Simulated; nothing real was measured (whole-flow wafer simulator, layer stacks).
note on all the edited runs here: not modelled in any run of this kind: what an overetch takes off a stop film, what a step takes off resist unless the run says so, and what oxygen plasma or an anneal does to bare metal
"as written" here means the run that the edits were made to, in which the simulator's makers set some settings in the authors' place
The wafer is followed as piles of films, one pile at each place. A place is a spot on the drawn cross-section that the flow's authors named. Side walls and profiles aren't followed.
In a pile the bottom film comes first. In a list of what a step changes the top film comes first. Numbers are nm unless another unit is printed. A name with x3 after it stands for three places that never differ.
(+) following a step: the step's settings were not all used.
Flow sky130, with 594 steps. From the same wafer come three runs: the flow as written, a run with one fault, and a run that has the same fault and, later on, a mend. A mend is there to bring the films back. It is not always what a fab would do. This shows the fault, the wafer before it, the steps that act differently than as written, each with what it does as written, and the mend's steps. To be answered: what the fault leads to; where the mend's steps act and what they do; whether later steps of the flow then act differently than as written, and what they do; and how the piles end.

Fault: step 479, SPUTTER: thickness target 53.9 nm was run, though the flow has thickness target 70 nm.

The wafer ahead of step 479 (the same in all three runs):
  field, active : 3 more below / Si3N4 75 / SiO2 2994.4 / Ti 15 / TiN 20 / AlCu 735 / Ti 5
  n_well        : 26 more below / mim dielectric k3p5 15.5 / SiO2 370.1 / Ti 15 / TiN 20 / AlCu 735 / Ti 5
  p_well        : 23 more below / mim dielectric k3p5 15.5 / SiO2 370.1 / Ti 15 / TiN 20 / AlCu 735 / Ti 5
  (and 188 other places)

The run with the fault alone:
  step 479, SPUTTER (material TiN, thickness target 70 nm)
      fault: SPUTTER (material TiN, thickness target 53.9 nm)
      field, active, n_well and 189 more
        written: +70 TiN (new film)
        fault: +53.9 TiN (new film)
  Later steps of the flow acting differently than as written (16 other steps are not shown; they differ only slightly, by no more than 2% or 0.5 nm, whichever is larger):
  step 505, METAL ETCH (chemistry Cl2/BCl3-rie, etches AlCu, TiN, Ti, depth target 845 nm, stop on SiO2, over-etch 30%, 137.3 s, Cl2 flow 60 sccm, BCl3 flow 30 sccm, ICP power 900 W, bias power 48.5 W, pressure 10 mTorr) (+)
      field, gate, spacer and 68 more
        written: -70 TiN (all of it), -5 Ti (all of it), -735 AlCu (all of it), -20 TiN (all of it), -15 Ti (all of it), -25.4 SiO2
        fault: -53.9 TiN (all of it), -5 Ti (all of it), -735 AlCu (all of it), -20 TiN (all of it), -15 Ti (all of it), -27 SiO2
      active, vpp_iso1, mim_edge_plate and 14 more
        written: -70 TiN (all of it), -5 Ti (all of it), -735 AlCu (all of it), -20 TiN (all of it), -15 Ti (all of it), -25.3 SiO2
        fault: -53.9 TiN (all of it), -5 Ti (all of it), -735 AlCu (all of it), -20 TiN (all of it), -15 Ti (all of it), -27 SiO2
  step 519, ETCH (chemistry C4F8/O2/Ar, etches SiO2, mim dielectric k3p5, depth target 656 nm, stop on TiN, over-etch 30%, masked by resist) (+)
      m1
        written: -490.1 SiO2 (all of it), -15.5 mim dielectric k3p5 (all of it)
        fault: -506.2 SiO2 (all of it), -15.5 mim dielectric k3p5 (all of it)
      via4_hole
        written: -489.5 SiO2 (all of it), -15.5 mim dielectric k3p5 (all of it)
        fault: -505.6 SiO2 (all of it), -15.5 mim dielectric k3p5 (all of it)
  At n_well, p_well, gate_hv and 102 more, the piles at the end differ from the flow's by more than 2% or 0.5 nm, whichever is larger.
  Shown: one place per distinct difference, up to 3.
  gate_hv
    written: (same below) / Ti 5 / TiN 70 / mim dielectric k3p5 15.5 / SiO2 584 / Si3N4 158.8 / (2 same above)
    fault: (same below) / Ti 5 / TiN 53.9 / mim dielectric k3p5 15.5 / SiO2 600.1 / Si3N4 158.8 / (2 same above)
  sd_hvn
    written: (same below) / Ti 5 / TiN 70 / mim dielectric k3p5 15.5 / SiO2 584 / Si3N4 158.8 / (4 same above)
    fault: (same below) / Ti 5 / TiN 53.9 / mim dielectric k3p5 15.5 / SiO2 600.1 / Si3N4 158.8 / (4 same above)
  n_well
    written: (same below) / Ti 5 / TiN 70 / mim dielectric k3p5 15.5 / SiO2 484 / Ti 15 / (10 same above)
    fault: (same below) / Ti 5 / TiN 53.9 / mim dielectric k3p5 15.5 / SiO2 500.1 / Ti 15 / (10 same above)

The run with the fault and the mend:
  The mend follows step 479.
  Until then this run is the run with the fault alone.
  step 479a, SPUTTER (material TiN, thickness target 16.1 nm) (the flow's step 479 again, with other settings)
      field, active, n_well and 189 more
        +16.1 TiN
  Every later step of the flow that is run acts as written at every place that is followed.
  The piles end the same as the flow's at every place that both follow.
